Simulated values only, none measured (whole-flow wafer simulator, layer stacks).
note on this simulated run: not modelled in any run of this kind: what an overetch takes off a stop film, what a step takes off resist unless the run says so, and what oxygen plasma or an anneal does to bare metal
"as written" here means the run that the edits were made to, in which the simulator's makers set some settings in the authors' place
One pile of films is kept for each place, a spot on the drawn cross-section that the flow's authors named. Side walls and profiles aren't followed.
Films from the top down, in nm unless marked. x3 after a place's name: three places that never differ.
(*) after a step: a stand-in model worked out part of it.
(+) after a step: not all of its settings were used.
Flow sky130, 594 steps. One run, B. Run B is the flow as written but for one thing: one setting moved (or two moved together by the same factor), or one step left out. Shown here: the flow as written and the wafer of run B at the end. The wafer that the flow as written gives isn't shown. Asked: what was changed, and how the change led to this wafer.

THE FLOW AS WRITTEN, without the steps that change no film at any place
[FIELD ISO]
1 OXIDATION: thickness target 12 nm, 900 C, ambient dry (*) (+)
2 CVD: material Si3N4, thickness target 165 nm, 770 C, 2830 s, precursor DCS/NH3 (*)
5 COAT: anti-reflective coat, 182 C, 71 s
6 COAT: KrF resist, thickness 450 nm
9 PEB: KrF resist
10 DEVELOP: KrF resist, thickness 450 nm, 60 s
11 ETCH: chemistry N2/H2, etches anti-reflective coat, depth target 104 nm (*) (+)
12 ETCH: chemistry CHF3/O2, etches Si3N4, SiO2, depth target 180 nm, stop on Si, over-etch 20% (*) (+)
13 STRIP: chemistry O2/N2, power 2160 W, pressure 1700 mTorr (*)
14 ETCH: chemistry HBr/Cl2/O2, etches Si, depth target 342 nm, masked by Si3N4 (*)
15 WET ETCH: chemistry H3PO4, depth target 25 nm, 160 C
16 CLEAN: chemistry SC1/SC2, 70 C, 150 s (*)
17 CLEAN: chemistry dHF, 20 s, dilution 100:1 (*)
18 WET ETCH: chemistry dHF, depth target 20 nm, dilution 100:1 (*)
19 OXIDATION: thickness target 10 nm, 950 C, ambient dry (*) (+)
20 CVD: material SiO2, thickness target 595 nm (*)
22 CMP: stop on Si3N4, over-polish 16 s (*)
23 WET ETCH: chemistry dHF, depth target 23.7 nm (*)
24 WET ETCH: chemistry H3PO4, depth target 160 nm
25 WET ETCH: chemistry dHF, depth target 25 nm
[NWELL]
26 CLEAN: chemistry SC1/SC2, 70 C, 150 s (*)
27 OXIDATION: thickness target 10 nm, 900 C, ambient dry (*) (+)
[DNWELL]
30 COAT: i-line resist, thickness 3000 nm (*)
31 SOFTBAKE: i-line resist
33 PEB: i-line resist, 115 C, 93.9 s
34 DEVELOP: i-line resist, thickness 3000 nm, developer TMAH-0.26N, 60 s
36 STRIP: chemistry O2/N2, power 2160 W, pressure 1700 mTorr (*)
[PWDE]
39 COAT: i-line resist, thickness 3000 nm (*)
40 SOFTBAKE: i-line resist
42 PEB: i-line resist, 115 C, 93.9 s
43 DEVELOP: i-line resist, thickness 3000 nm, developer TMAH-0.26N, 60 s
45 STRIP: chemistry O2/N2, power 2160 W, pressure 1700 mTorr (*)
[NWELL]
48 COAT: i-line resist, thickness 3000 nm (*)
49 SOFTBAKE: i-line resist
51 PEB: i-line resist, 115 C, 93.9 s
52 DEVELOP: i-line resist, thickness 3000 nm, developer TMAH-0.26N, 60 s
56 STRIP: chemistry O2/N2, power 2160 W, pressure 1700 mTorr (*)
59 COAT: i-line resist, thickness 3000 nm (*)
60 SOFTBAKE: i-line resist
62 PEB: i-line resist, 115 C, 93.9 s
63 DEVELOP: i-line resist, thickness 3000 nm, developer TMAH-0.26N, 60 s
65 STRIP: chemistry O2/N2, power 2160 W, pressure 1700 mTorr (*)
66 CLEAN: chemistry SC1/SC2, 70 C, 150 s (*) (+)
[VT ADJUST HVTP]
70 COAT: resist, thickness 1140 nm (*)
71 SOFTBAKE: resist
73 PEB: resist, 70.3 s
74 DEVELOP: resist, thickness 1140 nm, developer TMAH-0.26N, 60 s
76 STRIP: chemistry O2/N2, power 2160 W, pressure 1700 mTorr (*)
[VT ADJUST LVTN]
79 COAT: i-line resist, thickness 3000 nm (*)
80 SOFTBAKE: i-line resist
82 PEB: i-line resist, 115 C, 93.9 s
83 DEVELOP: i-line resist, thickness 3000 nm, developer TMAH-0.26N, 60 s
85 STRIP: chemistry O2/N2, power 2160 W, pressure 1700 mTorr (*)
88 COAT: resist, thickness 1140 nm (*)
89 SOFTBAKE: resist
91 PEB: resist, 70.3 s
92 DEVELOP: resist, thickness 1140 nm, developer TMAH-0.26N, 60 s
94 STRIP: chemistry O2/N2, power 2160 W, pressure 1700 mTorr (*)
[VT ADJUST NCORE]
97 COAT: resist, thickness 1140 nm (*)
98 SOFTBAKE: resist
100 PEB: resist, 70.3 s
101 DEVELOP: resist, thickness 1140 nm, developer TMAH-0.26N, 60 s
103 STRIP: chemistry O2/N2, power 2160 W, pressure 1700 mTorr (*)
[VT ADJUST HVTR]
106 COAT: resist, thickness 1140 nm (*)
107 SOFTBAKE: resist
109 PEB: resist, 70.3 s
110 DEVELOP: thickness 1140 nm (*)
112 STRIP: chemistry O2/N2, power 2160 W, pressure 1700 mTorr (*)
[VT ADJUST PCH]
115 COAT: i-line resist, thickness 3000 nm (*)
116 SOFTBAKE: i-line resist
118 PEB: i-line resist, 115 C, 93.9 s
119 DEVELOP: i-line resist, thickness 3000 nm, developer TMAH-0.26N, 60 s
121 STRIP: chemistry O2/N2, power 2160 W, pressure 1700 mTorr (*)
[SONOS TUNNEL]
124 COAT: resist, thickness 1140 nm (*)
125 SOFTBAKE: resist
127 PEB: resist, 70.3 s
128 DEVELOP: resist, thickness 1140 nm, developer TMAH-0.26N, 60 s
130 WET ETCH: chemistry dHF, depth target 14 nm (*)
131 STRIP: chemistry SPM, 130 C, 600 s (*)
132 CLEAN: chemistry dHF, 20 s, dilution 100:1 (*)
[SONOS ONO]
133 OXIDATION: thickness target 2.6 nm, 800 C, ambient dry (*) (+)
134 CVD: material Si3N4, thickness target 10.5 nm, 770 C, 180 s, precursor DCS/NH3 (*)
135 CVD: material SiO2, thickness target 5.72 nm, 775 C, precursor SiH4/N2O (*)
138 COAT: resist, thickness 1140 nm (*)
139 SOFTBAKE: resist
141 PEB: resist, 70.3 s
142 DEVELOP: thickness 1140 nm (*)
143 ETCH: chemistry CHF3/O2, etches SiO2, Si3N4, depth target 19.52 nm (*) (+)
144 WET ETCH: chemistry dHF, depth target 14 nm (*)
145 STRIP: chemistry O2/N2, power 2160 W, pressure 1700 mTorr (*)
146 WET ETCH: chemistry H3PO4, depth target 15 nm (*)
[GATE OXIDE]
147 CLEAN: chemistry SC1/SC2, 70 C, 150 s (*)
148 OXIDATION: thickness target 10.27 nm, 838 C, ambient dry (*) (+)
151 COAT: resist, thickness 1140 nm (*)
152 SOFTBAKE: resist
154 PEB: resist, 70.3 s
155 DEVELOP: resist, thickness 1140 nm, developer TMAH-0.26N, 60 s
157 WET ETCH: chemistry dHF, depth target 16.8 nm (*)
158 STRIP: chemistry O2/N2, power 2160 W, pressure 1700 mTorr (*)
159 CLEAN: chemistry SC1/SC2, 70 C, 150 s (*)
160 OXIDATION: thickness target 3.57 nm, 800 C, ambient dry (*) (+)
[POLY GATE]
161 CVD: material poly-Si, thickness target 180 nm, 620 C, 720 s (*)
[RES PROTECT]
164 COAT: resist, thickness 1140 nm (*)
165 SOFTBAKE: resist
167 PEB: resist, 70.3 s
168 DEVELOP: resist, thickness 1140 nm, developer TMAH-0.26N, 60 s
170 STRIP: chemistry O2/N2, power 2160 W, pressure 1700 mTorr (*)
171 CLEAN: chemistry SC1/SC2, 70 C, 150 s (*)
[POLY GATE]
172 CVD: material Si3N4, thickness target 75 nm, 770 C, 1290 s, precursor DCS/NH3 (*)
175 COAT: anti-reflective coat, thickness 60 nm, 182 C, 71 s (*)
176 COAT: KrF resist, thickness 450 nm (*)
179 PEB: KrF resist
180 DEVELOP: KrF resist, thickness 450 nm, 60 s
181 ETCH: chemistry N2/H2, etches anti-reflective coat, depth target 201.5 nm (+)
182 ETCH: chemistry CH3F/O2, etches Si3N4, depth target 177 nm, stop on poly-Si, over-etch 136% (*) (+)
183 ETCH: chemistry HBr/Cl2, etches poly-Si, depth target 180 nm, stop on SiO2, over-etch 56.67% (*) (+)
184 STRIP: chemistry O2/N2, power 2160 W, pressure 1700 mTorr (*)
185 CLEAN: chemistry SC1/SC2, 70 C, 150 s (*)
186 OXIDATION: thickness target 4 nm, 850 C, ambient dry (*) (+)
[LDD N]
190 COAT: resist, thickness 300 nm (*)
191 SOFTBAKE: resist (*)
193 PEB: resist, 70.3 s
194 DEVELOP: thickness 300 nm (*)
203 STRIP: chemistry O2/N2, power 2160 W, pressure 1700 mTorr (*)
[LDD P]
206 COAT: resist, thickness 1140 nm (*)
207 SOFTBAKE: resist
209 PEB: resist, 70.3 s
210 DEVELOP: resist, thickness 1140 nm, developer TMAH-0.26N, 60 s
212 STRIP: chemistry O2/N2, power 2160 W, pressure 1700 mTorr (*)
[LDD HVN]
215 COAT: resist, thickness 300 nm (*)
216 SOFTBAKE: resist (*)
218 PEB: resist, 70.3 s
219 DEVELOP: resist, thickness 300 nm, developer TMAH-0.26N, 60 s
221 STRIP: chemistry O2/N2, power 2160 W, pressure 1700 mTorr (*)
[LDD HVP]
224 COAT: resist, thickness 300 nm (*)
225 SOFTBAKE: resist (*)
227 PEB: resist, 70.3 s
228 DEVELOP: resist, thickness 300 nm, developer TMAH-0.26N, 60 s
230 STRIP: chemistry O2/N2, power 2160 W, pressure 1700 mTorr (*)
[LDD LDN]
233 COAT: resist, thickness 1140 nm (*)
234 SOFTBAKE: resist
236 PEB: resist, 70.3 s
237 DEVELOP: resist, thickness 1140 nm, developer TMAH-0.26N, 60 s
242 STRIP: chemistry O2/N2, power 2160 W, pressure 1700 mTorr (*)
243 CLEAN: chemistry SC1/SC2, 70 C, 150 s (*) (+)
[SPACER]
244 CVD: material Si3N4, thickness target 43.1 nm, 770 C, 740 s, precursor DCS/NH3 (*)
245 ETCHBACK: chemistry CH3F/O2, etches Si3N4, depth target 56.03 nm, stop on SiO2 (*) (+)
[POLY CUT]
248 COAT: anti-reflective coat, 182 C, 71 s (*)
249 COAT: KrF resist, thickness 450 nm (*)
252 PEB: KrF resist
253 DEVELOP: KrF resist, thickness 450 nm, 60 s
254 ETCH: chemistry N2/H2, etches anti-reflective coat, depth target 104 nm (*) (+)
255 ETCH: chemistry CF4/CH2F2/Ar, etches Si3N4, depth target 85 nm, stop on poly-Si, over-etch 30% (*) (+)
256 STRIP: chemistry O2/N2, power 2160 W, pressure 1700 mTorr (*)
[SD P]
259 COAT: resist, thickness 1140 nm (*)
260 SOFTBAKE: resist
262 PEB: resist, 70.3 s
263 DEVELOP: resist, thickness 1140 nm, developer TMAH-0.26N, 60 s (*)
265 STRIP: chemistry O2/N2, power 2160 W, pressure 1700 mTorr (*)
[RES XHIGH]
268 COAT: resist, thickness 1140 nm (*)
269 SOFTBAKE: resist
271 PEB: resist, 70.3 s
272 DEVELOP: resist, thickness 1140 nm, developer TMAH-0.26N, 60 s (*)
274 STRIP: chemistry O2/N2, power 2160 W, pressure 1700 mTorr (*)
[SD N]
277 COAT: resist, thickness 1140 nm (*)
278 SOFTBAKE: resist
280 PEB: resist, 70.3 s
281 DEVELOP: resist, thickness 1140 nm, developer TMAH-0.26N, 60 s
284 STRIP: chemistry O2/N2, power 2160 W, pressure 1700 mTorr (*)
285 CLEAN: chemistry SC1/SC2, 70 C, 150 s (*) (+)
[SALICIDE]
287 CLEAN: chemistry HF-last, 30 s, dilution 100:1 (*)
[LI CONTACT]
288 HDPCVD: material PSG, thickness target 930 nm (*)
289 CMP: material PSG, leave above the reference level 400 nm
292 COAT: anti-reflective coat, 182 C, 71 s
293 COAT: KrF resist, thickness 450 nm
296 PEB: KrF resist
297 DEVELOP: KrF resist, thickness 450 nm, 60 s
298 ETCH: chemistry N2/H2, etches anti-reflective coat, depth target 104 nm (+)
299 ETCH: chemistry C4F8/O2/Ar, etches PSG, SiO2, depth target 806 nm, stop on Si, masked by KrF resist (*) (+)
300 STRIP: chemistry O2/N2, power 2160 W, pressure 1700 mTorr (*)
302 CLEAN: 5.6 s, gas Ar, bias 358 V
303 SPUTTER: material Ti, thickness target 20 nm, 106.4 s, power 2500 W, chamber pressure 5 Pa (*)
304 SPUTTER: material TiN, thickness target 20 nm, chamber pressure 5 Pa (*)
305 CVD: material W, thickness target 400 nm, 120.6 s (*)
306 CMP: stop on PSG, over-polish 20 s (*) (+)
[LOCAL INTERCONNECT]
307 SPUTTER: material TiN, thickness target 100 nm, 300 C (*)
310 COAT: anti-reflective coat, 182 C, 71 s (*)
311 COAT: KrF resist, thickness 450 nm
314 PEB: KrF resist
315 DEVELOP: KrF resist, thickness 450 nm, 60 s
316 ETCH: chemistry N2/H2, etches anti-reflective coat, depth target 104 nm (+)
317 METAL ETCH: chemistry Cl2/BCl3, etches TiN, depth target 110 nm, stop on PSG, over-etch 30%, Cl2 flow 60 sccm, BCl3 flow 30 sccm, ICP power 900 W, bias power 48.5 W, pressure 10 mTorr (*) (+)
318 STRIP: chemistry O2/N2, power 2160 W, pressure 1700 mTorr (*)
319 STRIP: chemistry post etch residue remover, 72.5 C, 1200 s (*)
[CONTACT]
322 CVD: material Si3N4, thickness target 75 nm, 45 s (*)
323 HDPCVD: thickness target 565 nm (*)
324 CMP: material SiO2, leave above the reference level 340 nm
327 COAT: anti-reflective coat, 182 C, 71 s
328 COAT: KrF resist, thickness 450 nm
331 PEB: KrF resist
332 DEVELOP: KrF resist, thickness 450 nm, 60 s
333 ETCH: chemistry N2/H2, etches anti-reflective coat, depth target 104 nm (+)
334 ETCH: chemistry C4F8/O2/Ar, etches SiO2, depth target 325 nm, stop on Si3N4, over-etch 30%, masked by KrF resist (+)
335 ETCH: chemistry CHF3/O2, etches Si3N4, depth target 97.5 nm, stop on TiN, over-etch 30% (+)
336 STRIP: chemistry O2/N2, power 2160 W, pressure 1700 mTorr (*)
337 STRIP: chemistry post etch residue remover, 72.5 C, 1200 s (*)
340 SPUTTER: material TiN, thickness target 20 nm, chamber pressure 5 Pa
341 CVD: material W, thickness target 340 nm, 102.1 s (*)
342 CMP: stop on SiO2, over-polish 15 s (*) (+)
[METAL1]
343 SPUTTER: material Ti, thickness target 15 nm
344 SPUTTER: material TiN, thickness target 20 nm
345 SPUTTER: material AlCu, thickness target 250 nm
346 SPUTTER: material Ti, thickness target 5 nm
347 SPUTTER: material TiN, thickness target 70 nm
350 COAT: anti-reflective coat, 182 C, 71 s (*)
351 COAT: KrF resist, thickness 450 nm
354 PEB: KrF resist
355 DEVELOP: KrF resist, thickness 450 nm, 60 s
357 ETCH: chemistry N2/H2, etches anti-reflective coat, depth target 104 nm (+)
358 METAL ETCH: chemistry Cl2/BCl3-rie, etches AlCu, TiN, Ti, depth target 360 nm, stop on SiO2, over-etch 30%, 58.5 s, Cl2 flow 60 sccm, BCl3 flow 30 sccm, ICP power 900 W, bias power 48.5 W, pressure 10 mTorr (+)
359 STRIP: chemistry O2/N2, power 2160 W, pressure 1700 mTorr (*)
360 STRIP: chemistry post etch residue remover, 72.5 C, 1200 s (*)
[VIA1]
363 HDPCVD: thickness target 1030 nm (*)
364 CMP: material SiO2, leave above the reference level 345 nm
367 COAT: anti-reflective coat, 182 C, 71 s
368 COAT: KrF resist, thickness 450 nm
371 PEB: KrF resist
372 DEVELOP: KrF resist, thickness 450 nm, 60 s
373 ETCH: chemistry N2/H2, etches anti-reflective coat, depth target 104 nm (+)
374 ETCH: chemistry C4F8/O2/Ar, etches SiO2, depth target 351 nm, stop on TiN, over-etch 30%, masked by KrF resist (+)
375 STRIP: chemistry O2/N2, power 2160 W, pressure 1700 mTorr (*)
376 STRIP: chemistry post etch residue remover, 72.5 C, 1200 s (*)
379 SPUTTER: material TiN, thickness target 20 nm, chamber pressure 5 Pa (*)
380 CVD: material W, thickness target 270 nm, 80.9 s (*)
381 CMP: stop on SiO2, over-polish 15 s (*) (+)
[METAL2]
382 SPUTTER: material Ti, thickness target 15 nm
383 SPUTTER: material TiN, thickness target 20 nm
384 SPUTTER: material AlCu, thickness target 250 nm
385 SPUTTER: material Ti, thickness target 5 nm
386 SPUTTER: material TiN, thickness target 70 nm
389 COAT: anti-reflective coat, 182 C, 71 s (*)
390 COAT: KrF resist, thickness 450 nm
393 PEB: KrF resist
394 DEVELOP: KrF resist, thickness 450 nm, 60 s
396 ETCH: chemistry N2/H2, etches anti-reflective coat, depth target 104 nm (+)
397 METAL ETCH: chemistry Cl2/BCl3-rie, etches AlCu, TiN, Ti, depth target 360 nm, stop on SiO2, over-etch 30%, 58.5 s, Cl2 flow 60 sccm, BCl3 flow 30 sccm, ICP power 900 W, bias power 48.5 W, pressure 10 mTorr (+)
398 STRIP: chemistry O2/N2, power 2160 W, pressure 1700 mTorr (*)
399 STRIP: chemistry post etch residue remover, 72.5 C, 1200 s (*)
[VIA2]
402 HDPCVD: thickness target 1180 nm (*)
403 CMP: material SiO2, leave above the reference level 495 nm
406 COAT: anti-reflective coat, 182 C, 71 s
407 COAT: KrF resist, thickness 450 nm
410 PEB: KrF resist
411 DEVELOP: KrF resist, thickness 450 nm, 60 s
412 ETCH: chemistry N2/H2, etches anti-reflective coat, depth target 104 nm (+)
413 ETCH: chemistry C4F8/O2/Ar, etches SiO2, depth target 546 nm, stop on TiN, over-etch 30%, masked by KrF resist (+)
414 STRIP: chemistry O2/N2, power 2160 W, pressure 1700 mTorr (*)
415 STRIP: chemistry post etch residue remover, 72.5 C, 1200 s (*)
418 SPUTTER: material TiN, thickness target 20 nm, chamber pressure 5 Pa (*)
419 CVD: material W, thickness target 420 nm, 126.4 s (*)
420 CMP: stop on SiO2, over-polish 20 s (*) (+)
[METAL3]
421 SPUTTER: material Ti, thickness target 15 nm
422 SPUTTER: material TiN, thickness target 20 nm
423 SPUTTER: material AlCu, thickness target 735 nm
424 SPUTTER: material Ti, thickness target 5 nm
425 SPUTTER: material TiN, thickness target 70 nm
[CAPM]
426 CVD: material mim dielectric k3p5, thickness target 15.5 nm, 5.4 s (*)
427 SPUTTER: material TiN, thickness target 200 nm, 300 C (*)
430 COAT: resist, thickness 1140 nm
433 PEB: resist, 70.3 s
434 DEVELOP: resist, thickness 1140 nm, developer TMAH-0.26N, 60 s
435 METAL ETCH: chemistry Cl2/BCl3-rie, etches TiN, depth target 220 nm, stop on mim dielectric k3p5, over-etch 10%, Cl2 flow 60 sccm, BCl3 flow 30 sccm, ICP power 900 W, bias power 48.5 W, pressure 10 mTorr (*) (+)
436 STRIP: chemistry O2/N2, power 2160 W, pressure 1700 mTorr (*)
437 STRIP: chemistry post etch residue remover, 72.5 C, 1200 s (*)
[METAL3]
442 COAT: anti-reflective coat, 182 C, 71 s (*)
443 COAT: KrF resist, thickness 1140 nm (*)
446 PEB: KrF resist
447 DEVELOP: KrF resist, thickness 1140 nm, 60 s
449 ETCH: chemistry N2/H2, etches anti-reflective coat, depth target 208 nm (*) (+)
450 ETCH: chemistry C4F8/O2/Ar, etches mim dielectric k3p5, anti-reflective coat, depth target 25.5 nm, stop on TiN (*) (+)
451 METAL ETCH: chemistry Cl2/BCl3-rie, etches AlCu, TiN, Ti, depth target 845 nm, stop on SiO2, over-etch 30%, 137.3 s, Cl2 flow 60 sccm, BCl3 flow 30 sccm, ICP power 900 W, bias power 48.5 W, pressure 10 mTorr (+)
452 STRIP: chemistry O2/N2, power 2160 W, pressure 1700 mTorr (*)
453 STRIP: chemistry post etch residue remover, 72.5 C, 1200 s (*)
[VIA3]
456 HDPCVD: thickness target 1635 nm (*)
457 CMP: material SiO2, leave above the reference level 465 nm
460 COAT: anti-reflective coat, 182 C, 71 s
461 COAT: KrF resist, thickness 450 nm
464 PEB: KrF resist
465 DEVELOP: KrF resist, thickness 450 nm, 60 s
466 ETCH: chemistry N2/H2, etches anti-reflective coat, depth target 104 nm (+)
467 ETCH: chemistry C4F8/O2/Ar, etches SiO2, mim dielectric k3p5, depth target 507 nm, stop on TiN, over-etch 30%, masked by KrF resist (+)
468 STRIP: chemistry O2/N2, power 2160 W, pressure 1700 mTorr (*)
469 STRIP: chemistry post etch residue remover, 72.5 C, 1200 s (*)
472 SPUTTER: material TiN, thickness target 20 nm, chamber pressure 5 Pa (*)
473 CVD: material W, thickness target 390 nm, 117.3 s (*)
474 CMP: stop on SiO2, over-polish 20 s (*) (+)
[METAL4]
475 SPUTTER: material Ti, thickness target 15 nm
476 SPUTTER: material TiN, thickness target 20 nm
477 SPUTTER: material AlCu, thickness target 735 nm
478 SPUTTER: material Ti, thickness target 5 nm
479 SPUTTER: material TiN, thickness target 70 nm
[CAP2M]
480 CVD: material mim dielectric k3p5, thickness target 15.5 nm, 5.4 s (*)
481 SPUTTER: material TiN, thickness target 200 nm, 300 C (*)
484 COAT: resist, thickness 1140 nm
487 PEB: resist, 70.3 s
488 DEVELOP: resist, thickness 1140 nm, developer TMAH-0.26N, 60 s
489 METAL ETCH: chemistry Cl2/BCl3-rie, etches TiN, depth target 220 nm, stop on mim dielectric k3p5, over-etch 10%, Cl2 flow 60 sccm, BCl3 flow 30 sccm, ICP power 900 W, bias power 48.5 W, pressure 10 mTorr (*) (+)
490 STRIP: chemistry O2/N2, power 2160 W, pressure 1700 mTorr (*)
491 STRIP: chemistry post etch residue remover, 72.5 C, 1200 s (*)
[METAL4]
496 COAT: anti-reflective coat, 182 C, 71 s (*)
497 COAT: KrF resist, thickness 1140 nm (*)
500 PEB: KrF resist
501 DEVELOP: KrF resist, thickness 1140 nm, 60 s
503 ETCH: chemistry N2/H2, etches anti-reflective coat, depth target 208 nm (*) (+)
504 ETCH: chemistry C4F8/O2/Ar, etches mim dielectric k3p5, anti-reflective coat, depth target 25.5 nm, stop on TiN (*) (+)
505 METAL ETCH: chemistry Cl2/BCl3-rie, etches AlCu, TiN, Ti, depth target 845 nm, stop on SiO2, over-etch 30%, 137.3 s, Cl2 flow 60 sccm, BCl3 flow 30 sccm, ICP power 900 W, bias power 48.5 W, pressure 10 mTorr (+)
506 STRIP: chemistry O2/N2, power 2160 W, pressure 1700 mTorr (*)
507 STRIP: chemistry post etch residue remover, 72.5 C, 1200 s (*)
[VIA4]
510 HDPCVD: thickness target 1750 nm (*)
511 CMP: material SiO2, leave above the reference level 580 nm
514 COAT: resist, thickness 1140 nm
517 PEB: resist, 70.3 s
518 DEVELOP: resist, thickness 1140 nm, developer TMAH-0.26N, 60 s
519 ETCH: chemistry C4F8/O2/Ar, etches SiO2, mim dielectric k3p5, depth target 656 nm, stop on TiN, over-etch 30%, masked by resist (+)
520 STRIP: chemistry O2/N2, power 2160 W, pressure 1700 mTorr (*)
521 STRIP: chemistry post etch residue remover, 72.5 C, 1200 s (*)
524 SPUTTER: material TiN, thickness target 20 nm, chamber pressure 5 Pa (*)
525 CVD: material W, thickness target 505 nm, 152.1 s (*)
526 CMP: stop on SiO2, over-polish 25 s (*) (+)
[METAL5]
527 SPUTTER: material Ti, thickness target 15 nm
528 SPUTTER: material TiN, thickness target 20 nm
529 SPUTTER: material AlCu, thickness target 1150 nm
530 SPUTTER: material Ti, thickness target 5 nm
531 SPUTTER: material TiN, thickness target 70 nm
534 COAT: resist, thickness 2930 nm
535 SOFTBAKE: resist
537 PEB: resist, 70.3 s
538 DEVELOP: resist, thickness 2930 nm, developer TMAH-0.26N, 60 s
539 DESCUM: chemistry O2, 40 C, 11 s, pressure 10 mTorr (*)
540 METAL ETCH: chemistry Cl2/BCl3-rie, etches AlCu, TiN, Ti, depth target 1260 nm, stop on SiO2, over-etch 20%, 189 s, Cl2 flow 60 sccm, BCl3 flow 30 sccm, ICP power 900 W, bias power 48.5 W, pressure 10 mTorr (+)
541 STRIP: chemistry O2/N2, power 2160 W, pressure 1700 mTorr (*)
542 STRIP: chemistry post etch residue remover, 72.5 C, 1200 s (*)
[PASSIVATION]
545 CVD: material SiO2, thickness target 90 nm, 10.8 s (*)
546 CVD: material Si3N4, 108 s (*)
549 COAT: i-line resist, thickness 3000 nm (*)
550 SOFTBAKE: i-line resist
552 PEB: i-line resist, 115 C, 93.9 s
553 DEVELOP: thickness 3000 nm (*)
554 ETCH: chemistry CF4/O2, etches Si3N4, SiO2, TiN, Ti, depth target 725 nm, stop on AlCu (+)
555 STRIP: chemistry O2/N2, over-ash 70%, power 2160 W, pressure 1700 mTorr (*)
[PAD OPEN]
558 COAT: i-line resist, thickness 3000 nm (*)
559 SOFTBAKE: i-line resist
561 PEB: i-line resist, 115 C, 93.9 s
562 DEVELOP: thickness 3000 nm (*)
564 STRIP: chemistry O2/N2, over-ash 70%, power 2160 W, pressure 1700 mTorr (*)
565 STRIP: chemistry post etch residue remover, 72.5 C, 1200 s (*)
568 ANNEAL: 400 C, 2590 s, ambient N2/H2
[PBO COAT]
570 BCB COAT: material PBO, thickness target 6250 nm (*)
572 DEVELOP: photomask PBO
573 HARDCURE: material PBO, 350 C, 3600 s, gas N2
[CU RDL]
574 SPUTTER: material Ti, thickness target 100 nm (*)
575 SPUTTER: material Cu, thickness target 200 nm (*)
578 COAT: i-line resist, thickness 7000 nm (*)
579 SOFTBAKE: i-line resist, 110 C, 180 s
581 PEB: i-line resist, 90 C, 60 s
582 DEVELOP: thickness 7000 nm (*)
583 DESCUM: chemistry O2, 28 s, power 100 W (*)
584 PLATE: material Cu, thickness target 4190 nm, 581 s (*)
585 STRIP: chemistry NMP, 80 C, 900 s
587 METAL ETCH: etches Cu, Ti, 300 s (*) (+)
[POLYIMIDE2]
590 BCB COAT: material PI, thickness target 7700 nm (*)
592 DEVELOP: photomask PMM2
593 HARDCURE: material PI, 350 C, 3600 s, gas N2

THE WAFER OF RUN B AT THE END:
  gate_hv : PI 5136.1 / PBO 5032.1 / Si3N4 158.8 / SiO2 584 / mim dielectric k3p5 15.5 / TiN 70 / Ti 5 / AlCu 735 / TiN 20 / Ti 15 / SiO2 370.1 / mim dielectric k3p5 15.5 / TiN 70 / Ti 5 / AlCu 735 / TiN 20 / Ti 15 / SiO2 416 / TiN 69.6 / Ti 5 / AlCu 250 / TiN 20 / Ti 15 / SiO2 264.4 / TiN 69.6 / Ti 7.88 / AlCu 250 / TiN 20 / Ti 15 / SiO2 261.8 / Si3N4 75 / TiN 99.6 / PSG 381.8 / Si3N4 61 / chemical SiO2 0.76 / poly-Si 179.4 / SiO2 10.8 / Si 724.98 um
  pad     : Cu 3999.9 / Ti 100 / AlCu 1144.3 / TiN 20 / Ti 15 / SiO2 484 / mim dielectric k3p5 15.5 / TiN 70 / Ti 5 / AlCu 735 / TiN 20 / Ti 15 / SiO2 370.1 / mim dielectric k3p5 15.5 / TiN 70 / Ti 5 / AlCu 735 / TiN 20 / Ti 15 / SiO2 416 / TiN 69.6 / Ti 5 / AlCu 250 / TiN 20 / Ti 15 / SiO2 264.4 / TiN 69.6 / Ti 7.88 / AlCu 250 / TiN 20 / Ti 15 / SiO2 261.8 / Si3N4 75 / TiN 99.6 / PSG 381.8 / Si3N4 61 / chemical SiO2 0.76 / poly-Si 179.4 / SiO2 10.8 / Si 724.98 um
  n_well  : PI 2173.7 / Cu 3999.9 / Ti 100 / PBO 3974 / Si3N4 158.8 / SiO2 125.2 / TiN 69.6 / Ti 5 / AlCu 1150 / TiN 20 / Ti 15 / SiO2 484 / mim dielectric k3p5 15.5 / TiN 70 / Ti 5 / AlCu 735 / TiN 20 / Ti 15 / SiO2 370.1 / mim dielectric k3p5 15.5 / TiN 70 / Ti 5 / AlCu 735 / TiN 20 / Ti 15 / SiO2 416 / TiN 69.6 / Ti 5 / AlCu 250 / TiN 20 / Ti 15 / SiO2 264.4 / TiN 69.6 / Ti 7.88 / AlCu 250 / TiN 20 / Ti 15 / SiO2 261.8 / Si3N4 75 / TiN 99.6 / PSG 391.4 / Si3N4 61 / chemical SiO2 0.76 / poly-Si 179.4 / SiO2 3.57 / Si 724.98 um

The cause: step 346, SPUTTER: thickness target 7.88 nm was run, where the flow has thickness target 5 nm.
It can be read off the wafer: gate_hv has Ti 7.88, and step 346 as written asks for 5 nm.

How the change led to this, step by step:
  346 SPUTTER: material Ti, thickness target 5 nm
      field, active, n_well and 188 more: Ti +7.88 (new film) (as written it would be: Ti +5 (new film))
  358 METAL ETCH: chemistry Cl2/BCl3-rie, etches AlCu, TiN, Ti, depth target 360 nm, stop on SiO2, over-etch 30%, 58.5 s, Cl2 flow 60 sccm, BCl3 flow 30 sccm, ICP power 900 W, bias power 48.5 W, pressure 10 mTorr (+)
      field, active, gate and 81 more: TiN -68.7 (all of it), Ti -7.88 (all of it), AlCu -250 (all of it), TiN -20 (all of it), Ti -15 (all of it), SiO2 -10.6 (as written it would be: TiN -68.7 (all of it), Ti -5 (all of it), AlCu -250 (all of it), TiN -20 (all of it), Ti -15 (all of it), SiO2 -10.9)
